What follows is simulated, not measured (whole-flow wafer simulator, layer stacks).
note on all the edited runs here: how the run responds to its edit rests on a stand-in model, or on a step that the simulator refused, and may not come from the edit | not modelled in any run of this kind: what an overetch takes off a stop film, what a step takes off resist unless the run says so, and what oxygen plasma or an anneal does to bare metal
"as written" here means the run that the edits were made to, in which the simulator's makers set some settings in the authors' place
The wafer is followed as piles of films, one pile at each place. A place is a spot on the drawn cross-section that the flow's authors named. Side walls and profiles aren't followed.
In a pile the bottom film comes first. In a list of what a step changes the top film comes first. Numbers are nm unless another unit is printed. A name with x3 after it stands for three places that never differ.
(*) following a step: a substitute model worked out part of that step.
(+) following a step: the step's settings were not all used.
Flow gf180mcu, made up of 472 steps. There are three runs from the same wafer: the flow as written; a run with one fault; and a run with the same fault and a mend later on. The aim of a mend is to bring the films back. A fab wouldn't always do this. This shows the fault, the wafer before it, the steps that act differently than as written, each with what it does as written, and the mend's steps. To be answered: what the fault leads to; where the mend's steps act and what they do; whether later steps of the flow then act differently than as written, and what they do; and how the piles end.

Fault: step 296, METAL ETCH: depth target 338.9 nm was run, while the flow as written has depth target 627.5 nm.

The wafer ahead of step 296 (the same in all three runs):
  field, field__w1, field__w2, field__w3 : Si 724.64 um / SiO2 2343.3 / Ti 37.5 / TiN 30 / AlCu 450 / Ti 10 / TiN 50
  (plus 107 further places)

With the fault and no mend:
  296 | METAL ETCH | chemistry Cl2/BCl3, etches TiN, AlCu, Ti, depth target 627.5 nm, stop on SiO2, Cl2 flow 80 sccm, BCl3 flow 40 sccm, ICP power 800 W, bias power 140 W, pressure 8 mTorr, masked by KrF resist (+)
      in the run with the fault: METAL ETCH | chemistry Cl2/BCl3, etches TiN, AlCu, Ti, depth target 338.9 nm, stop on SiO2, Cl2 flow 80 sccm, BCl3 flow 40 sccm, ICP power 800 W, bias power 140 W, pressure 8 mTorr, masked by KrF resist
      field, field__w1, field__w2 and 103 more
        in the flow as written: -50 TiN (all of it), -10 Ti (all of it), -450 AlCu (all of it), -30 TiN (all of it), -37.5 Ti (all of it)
        in the run with the fault: -50 TiN (all of it), -10 Ti (all of it), -278.9 AlCu
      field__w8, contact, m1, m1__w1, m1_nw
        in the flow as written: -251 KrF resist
        in the run with the fault: -135.6 KrF resist
  Steps later in the flow that act otherwise than as written:
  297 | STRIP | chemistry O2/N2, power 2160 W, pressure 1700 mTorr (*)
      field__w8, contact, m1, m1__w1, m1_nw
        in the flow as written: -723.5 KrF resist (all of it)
        in the run with the fault: -839 KrF resist (all of it)
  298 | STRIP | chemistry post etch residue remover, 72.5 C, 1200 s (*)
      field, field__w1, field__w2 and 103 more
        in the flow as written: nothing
        in the run with the fault: -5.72 AlCu
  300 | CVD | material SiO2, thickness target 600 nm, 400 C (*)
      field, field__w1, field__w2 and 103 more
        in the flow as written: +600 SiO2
        in the run with the fault: +600 SiO2 (new film)
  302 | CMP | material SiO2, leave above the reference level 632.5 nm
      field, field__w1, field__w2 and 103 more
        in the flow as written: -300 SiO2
        in the run with the fault: -532.9 SiO2
  At field, field__w1, field__w2 and 104 more, the piles at the end differ from the flow's by more than 2% or 0.5 nm, whichever is larger.
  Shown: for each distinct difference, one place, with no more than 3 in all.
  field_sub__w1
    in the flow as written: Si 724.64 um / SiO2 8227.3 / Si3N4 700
    in the run with the fault: Si 724.64 um / SiO2 2343.2 / Ti 37.5 / TiN 30 / AlCu 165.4 / SiO2 5651.1 / Si3N4 700
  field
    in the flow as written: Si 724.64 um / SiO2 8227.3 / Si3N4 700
    in the run with the fault: Si 724.64 um / SiO2 2343.3 / Ti 37.5 / TiN 30 / AlCu 165.4 / SiO2 5651.1 / Si3N4 700
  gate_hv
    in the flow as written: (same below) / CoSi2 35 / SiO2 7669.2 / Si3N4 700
    in the run with the fault: (same below) / CoSi2 35 / SiO2 1785.1 / Ti 37.5 / TiN 30 / AlCu 165.4 / SiO2 5651.1 / Si3N4 700

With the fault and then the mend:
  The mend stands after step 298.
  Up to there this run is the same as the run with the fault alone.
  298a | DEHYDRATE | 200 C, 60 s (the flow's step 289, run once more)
      does not change any film at any place that is followed
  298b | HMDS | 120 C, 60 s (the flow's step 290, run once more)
      does not change any film at any place that is followed
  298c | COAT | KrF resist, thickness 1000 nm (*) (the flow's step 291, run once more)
      iso_ptap_pw, iso_ntap_nw, iso_nw_fld and 33 more
        +1000 KrF resist (new film)
      field__w5, field__w9, field_sub__w4 and 12 more
        +1002.2 KrF resist (new film)
      field_sub, field_sub__w1, field_sub__w3 and 10 more
        +1002.3 KrF resist (new film)
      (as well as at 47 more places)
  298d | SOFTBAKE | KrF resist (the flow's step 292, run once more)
      does not change any film at any place that is followed
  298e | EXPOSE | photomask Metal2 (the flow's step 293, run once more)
      does not change any film at any place that is followed
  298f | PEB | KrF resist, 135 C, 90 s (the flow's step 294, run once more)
      field__w1, field__w2, field__w3 and 58 more
        -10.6 KrF resist
      iso_ptap_pw, iso_ntap_nw, iso_nw_fld and 33 more
        -10.5 KrF resist
      sd_p, gate_p, nw_sep_fld, polyc_n
        -10.7 KrF resist
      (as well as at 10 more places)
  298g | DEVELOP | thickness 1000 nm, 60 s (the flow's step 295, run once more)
      iso_ptap_pw, iso_ntap_nw, iso_nw_fld and 33 more
        -989.5 KrF resist (all of it)
      field__w10, field_sub__w2, field_sub__w4 and 12 more
        -991.6 KrF resist (all of it)
      field__w5, field__w9, field_sub and 7 more
        -991.7 KrF resist (all of it)
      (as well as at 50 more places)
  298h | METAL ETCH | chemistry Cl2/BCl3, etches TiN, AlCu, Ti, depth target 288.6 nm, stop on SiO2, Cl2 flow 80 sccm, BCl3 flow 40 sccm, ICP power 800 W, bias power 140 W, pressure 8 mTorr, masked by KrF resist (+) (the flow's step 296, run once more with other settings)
      field, field__w1, field__w2 and 103 more
        -165.4 AlCu (all of it), -30 TiN (all of it), -37.5 Ti (all of it)
      field__w8, contact, m1, m1__w1, m1_nw
        -115.4 KrF resist
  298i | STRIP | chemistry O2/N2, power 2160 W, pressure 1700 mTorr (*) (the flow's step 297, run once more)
      field__w8, m1
        -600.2 KrF resist (all of it)
      contact
        -598.3 KrF resist (all of it)
      m1__w1
        -609 KrF resist (all of it)
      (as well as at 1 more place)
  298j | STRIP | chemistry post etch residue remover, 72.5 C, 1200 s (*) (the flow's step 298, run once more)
      field__w8, contact, m1, m1__w1, m1_nw
        -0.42 TiN
  None of the later steps of the flow differs from how it acts as written, at any place that is followed, by more than 2% or 0.5 nm, whichever is larger.
  At the end the piles are close to the flow's at the places that both follow, differing by at most 2% or 0.5 nm, whichever is larger.
